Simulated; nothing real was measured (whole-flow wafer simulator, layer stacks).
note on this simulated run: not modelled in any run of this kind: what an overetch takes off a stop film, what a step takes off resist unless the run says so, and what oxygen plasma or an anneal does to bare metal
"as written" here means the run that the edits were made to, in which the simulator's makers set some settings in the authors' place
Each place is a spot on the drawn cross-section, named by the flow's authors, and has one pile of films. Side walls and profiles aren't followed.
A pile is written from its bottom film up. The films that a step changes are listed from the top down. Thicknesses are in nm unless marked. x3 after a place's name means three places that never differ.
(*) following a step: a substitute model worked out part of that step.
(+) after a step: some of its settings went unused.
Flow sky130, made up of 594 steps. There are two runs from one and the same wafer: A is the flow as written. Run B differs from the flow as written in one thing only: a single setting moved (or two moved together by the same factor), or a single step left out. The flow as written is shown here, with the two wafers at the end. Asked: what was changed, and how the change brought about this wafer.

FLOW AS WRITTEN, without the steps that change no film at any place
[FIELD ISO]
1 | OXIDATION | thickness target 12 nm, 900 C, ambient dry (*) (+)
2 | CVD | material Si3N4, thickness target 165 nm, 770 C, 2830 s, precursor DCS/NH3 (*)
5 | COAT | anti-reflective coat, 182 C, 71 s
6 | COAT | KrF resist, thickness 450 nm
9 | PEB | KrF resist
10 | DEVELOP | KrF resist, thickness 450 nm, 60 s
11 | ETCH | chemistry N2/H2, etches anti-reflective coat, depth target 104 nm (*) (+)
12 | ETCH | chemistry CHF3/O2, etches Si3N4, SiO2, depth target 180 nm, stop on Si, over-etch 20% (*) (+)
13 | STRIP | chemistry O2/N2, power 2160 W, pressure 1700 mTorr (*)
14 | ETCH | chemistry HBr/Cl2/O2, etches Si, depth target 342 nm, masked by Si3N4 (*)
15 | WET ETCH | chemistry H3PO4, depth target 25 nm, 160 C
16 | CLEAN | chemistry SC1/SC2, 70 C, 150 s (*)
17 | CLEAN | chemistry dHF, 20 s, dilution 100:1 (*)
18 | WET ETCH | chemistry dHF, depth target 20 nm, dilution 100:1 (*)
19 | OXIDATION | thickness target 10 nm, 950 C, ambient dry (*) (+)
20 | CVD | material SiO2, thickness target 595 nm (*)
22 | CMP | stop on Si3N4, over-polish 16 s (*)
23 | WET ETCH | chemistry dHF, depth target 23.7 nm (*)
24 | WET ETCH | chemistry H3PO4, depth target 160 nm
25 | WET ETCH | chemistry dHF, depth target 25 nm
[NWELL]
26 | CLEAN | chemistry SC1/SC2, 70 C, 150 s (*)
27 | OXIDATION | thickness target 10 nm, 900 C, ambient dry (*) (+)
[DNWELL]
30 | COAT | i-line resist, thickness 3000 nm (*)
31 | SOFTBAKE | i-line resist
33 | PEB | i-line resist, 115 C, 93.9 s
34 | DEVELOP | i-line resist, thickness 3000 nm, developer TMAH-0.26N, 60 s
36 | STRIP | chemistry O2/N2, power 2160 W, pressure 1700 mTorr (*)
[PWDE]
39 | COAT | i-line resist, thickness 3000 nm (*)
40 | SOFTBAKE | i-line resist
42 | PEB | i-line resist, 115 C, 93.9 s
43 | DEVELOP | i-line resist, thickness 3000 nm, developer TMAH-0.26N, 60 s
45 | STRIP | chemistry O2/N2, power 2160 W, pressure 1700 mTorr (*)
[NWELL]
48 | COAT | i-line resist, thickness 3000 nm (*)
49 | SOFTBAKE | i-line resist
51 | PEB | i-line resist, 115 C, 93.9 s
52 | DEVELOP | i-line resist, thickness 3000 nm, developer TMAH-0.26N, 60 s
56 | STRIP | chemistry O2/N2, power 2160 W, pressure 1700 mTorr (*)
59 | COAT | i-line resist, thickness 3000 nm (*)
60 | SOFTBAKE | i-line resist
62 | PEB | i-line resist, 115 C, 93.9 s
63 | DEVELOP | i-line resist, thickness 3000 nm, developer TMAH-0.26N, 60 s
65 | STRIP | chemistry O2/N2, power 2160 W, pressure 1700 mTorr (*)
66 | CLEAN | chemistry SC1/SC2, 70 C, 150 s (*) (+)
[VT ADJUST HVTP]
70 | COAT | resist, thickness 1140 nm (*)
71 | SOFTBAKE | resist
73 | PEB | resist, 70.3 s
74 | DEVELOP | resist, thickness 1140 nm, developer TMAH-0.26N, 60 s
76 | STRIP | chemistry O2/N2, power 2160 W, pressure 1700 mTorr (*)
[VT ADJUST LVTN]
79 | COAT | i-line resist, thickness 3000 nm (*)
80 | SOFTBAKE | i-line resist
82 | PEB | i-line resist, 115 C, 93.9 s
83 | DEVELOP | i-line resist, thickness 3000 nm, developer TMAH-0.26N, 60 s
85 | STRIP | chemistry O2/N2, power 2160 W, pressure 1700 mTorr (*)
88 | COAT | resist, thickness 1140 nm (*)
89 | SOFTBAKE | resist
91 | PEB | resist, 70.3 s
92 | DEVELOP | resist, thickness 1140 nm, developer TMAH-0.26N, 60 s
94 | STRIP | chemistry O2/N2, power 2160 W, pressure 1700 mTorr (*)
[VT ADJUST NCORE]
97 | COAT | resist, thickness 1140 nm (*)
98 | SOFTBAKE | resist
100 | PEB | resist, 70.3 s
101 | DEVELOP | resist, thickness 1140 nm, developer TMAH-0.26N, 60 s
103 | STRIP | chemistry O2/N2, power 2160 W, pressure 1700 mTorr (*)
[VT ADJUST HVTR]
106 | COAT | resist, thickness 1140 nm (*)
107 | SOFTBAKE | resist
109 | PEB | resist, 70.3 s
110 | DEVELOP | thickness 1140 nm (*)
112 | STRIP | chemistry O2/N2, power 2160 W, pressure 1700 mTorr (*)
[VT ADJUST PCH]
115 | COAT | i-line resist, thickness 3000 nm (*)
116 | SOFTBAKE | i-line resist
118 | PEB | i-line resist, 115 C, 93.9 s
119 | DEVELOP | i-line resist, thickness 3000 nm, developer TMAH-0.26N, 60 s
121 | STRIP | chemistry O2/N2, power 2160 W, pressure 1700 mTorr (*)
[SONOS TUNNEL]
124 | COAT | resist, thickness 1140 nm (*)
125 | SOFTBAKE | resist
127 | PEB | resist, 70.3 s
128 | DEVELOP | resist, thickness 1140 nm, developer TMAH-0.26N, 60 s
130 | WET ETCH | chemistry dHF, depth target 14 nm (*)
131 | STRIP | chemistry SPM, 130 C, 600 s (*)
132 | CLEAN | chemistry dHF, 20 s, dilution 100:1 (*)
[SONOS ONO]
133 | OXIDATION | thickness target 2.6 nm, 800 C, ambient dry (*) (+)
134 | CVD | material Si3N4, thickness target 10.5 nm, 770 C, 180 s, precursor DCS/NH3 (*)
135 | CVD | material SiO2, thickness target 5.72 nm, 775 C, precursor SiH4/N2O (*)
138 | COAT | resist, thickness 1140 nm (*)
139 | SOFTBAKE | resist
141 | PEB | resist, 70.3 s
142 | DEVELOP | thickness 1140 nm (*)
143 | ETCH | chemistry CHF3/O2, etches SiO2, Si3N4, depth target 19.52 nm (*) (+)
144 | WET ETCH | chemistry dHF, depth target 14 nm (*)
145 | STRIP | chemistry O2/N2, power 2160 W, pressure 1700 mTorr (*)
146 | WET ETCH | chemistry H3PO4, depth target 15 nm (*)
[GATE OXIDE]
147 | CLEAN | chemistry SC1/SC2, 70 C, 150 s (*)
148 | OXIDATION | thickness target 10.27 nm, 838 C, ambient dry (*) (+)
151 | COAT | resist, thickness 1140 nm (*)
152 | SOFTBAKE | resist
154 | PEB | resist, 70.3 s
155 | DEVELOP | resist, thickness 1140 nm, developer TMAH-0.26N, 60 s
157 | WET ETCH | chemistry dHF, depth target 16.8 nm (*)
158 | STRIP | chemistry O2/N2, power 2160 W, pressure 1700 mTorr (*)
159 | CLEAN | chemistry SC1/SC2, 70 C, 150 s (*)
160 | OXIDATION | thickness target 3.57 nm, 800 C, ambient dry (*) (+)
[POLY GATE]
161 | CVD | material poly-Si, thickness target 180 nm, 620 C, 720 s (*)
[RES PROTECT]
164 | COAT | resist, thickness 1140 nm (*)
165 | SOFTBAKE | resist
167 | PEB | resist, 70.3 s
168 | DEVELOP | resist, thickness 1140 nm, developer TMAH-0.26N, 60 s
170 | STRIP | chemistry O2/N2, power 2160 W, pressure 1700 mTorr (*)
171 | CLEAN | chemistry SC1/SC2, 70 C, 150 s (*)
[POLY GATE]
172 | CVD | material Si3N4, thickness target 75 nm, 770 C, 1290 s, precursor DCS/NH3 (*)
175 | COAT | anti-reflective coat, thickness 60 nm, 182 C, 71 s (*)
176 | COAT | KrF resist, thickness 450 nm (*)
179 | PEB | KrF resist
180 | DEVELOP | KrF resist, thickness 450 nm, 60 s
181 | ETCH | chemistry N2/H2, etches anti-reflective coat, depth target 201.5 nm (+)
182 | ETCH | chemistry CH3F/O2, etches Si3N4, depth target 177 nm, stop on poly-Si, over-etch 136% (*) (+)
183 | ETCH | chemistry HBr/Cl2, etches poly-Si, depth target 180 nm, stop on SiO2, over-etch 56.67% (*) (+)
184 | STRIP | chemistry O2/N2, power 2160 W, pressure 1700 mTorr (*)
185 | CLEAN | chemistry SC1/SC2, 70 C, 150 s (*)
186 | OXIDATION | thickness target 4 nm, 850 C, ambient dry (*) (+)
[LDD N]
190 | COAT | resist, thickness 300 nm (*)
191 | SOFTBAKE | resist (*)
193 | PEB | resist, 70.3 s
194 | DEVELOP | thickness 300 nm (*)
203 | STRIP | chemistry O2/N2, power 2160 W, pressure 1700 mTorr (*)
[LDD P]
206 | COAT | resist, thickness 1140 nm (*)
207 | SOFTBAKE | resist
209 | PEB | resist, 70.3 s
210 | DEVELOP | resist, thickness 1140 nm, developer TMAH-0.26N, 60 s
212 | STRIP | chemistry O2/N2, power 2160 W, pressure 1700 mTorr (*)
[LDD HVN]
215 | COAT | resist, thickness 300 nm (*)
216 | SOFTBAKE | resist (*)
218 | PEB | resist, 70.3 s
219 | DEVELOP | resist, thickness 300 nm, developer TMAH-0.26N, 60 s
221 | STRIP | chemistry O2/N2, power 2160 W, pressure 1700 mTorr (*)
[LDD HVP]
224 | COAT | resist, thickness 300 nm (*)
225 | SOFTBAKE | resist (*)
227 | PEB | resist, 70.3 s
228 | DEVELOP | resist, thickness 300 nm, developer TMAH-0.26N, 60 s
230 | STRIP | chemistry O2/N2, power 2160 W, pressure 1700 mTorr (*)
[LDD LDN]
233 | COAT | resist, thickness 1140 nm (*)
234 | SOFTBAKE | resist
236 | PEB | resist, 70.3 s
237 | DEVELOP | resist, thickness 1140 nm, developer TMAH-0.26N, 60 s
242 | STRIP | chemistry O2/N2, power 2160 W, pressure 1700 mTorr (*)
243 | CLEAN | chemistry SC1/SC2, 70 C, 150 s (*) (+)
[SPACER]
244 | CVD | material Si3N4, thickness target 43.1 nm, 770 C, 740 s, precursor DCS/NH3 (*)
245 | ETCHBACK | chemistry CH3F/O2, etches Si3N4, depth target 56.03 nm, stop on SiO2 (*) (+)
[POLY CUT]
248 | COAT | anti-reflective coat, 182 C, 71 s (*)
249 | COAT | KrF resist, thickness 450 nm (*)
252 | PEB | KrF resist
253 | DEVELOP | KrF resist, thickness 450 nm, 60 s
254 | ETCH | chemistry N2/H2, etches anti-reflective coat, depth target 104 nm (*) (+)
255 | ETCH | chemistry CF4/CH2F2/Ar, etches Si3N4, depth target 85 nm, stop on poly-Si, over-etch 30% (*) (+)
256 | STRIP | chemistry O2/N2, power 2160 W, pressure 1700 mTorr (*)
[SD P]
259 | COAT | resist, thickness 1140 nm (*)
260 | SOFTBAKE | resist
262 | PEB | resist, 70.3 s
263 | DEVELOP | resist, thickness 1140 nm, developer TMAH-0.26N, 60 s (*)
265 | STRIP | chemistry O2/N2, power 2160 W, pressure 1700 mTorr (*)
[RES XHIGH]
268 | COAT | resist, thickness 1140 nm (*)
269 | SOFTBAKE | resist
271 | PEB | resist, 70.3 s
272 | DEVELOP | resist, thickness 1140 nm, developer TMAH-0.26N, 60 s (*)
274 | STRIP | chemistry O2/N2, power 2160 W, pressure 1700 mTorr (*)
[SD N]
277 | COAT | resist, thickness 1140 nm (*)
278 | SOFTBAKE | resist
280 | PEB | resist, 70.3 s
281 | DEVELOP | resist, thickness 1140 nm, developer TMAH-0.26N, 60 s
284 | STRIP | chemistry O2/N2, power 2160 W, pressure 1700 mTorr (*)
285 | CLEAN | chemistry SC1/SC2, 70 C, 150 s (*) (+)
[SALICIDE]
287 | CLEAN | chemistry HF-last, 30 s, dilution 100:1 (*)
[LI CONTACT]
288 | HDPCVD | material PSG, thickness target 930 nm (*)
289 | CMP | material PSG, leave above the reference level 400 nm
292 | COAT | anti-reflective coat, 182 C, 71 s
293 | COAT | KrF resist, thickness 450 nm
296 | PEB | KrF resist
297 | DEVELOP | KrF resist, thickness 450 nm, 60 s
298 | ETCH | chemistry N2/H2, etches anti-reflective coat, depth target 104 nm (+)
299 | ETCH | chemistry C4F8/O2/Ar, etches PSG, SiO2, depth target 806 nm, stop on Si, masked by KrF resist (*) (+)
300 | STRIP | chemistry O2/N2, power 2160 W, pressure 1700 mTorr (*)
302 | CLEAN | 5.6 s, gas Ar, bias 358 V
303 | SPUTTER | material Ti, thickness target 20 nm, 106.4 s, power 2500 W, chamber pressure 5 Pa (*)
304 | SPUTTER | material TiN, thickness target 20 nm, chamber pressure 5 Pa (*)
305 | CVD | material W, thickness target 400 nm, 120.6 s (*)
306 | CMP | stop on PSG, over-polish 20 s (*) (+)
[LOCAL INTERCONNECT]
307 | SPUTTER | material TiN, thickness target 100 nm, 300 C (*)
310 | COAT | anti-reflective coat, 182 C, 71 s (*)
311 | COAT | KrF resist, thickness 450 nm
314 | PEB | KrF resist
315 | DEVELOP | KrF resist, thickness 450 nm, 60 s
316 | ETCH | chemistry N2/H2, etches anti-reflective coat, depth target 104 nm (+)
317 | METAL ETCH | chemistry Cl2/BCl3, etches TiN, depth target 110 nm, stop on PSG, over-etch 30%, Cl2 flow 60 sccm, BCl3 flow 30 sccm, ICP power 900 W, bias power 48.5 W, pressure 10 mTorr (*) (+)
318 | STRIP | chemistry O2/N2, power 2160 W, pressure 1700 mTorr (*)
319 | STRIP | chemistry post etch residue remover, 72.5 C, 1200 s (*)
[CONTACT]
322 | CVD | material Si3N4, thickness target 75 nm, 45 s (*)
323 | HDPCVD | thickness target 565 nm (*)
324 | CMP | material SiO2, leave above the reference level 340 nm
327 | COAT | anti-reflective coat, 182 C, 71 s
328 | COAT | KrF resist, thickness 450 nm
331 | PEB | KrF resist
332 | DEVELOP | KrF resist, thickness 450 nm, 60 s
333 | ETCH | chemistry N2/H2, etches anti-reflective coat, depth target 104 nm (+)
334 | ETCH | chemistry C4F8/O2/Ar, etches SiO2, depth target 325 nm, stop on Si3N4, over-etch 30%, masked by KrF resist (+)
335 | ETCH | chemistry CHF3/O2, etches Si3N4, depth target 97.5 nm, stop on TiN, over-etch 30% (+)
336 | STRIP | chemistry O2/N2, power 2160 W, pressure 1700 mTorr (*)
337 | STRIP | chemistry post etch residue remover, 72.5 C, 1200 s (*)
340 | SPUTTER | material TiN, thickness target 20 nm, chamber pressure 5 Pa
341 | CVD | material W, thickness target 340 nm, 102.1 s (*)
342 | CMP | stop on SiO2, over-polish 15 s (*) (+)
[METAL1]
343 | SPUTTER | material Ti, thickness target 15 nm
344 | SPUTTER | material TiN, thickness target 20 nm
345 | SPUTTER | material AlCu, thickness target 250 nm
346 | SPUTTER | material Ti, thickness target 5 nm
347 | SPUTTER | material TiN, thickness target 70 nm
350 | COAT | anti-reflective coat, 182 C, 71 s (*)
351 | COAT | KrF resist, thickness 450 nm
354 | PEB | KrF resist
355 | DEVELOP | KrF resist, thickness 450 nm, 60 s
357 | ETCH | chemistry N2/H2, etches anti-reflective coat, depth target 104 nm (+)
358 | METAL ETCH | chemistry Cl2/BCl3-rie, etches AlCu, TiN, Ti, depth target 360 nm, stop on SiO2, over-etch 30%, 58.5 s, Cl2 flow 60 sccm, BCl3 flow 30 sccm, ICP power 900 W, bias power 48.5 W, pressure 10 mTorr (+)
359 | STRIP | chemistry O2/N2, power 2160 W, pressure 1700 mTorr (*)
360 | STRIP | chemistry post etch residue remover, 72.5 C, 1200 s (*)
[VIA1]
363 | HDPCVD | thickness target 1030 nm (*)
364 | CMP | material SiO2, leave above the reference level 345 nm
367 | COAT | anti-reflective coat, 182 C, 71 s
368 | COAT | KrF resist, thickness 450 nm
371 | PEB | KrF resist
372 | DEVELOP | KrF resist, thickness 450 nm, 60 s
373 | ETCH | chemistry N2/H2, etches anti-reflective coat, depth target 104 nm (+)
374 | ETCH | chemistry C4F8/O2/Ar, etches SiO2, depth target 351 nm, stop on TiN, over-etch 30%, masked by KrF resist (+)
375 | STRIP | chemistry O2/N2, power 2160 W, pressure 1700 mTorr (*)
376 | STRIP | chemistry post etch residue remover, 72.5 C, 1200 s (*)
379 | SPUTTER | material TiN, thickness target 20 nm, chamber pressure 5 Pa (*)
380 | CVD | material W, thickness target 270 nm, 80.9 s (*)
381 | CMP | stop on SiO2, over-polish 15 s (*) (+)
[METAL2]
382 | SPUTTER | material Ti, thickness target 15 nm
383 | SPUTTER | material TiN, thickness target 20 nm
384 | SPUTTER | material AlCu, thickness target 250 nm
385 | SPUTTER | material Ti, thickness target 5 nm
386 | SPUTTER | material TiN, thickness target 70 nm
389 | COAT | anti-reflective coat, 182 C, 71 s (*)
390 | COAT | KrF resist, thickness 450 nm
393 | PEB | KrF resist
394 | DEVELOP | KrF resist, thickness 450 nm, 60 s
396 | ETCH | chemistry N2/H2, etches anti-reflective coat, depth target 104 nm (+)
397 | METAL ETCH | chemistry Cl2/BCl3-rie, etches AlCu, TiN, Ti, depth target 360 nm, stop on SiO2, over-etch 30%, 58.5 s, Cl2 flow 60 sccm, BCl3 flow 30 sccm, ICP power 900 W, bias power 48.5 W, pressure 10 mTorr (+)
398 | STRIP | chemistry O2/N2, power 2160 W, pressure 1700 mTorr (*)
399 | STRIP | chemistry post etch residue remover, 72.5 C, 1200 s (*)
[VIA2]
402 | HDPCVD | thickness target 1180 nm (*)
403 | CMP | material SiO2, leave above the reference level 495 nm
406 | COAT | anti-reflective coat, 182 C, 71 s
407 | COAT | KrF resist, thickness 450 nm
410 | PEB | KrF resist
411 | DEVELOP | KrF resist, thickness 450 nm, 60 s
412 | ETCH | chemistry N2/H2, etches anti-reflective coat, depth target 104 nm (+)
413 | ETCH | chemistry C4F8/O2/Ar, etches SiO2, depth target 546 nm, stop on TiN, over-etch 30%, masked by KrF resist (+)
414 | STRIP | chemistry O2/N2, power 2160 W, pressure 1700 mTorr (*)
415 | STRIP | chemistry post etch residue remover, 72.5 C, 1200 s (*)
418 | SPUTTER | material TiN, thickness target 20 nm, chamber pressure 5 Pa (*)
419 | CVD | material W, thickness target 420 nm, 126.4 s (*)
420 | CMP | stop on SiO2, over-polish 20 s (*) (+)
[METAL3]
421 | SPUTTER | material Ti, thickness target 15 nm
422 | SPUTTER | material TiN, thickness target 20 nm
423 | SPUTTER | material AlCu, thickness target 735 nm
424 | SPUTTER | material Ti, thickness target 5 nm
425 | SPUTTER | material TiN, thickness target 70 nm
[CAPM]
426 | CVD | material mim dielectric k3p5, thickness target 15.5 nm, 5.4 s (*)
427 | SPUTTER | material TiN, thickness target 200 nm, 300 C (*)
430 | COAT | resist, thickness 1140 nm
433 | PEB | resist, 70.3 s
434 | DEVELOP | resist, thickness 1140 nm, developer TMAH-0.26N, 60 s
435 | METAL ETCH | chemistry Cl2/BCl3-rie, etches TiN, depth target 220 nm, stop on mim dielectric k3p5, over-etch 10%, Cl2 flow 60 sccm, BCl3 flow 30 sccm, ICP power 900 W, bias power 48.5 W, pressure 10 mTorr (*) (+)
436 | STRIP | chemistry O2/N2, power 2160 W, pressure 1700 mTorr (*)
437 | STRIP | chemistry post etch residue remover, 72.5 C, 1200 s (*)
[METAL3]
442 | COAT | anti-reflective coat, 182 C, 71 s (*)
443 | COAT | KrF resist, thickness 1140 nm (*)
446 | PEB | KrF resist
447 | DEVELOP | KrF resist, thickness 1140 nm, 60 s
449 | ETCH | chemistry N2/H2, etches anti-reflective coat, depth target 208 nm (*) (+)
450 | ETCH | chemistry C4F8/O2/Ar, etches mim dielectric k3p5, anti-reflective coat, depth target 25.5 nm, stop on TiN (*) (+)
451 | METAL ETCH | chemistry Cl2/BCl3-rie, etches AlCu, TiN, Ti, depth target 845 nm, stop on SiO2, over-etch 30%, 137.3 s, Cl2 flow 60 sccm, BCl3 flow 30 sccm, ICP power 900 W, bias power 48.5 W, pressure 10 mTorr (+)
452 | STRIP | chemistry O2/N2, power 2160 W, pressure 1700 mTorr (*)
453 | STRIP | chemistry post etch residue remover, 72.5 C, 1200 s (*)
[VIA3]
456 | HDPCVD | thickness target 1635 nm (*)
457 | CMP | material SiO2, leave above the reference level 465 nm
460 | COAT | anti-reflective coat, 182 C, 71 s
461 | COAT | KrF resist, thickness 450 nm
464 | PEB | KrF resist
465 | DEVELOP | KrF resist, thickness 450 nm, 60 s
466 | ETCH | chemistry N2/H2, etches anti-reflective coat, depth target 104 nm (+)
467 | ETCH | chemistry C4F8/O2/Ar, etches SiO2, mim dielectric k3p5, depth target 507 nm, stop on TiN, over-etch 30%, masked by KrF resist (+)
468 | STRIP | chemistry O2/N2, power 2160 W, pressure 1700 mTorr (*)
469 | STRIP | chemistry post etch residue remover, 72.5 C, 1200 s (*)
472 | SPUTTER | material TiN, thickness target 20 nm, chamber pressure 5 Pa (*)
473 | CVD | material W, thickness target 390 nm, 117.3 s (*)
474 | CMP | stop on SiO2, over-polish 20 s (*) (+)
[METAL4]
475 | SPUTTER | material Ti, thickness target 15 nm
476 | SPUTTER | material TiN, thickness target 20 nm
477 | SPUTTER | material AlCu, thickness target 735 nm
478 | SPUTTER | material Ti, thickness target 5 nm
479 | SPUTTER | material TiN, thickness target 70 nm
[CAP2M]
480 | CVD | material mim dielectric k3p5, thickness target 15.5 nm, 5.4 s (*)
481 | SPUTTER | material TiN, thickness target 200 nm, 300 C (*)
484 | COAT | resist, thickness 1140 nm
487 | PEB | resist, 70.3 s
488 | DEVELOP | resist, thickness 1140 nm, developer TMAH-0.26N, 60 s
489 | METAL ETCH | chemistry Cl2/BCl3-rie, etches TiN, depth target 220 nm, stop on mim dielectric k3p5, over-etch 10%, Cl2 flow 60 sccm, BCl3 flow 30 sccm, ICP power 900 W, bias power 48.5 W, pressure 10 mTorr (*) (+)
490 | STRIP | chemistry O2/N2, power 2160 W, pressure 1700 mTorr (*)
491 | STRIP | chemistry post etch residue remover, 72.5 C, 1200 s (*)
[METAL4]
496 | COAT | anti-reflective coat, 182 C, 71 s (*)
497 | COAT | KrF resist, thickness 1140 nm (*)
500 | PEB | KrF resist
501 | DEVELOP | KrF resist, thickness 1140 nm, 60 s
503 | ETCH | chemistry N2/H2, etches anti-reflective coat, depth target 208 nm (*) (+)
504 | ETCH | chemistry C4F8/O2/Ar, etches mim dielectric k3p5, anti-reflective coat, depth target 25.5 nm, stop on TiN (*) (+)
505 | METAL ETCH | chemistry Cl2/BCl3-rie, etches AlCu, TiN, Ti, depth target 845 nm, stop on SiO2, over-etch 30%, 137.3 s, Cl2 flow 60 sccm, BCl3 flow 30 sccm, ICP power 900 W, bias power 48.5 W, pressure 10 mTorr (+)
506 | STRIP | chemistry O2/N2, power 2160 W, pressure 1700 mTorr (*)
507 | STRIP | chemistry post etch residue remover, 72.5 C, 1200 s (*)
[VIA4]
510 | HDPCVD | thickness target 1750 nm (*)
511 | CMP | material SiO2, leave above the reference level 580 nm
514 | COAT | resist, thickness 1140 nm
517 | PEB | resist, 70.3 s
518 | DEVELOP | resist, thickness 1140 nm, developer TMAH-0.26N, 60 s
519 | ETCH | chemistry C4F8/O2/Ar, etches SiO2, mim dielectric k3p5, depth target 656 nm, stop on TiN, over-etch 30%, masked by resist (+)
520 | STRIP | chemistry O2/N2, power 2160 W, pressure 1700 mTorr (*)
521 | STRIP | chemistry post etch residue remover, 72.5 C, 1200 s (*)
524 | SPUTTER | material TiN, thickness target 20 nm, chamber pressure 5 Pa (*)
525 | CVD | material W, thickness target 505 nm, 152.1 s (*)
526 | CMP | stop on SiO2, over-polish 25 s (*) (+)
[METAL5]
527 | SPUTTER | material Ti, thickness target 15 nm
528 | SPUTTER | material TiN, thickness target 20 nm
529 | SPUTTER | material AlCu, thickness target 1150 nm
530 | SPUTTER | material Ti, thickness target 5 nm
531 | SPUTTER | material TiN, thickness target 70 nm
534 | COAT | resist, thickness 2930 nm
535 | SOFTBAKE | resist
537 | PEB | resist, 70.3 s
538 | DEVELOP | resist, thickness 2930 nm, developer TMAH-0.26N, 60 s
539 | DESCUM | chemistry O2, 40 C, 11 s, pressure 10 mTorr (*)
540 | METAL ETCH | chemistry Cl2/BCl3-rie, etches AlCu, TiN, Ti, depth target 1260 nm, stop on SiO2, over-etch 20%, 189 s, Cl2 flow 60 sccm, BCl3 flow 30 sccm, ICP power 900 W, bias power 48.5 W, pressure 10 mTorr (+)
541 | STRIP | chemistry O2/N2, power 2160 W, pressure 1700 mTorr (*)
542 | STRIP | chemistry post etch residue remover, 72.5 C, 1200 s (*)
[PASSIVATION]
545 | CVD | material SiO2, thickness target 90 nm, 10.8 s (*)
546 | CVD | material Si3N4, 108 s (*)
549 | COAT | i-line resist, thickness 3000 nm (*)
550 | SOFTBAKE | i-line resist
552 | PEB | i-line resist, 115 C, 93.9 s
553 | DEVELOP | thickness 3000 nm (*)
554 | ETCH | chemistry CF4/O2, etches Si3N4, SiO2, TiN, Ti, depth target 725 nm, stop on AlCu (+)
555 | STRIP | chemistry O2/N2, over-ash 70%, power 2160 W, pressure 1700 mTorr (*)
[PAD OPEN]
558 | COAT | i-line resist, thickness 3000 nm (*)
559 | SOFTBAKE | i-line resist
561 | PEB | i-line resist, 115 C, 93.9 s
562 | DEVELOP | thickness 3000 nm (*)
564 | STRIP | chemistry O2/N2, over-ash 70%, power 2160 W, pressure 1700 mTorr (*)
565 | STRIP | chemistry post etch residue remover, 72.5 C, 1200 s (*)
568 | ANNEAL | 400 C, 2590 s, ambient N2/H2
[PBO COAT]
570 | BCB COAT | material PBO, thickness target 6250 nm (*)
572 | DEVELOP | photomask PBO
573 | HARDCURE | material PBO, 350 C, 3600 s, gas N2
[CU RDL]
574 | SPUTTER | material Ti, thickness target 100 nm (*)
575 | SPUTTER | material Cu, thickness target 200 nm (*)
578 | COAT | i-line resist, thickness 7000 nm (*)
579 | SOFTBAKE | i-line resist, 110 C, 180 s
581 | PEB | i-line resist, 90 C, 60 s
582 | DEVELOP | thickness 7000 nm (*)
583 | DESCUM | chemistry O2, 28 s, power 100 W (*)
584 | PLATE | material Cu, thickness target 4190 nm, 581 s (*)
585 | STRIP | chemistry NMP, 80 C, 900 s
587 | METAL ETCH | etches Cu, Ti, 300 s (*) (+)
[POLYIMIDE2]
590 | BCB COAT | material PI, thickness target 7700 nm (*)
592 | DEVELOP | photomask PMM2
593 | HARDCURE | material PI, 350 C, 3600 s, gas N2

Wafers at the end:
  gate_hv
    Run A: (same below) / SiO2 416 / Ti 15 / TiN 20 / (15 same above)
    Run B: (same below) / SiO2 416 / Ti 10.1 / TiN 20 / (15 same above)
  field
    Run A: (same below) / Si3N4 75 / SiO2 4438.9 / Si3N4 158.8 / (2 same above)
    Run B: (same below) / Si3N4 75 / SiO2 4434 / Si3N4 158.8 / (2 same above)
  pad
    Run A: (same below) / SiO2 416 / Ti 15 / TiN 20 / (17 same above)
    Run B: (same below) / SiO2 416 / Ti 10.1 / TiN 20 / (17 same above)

What caused this: step 421, SPUTTER: thickness target 10.1 nm was run, whereas the flow has thickness target 15 nm.
The wafer itself shows it: gate_hv has Ti 10.1, and step 421 as written asks for 15 nm.

Step by step, how the change led to this:
  421 | SPUTTER | material Ti, thickness target 15 nm
      field, active, n_well and 188 more: A +15 Ti (new film) | B +10.1 Ti (new film)
  451 | METAL ETCH | chemistry Cl2/BCl3-rie, etches AlCu, TiN, Ti, depth target 845 nm, stop on SiO2, over-etch 30%, 137.3 s, Cl2 flow 60 sccm, BCl3 flow 30 sccm, ICP power 900 W, bias power 48.5 W, pressure 10 mTorr (+)
      field, gate, spacer and 68 more: A -70 TiN (all of it), -5 Ti (all of it), -735 AlCu (all of it), -20 TiN (all of it), -15 Ti (all of it), -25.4 SiO2 | B -70 TiN (all of it), -5 Ti (all of it), -735 AlCu (all of it), -20 TiN (all of it), -10.1 Ti (all of it), -25.8 SiO2
      active, vpp_ln, vpp_iso2 and 11 more: A -70 TiN (all of it), -5 Ti (all of it), -735 AlCu (all of it), -20 TiN (all of it), -15 Ti (all of it), -25.3 SiO2 | B -70 TiN (all of it), -5 Ti (all of it), -735 AlCu (all of it), -20 TiN (all of it), -10.1 Ti (all of it), -25.8 SiO2
